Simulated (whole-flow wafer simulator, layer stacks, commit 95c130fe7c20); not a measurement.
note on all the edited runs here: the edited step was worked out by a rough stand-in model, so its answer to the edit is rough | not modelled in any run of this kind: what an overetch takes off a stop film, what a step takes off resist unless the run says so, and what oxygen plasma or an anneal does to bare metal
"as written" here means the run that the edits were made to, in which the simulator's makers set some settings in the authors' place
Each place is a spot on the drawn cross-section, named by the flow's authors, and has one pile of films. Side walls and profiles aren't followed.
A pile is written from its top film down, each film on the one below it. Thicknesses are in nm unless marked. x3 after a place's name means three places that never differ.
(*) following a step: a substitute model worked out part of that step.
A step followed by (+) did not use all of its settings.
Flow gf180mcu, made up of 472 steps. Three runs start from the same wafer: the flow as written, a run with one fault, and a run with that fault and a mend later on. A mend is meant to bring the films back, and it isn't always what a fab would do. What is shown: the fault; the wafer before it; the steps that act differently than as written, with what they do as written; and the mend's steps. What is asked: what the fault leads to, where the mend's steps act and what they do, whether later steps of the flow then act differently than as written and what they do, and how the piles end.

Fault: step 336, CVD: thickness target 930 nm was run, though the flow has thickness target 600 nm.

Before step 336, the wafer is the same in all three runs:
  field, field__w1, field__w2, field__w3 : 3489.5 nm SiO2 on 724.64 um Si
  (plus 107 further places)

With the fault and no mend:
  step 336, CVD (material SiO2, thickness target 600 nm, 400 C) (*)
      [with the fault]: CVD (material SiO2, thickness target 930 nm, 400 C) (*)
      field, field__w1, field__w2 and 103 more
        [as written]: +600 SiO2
        [with the fault]: +930 SiO2
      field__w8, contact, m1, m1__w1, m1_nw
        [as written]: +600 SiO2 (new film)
        [with the fault]: +930 SiO2 (new film)
  Steps further on in the flow that do not act as written:
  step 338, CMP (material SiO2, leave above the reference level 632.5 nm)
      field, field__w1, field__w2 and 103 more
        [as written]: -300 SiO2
        [with the fault]: -630 SiO2
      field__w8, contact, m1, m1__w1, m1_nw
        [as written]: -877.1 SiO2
        [with the fault]: -1207.1 SiO2
  At every place that both follow, the piles at the end match the flow's.

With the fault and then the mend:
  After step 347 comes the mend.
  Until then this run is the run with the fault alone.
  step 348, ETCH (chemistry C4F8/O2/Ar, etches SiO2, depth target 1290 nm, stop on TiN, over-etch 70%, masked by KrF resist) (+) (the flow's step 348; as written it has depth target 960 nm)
      field, field__w1, field__w2 and 107 more
        -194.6 KrF resist
      contact
        -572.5 SiO2 (all of it)
  None of the later steps of the flow differs from how it acts as written, at any place that is followed, by more than 2% or 0.5 nm, whichever is larger.
  At every place that both follow, the piles at the end match the flow's.
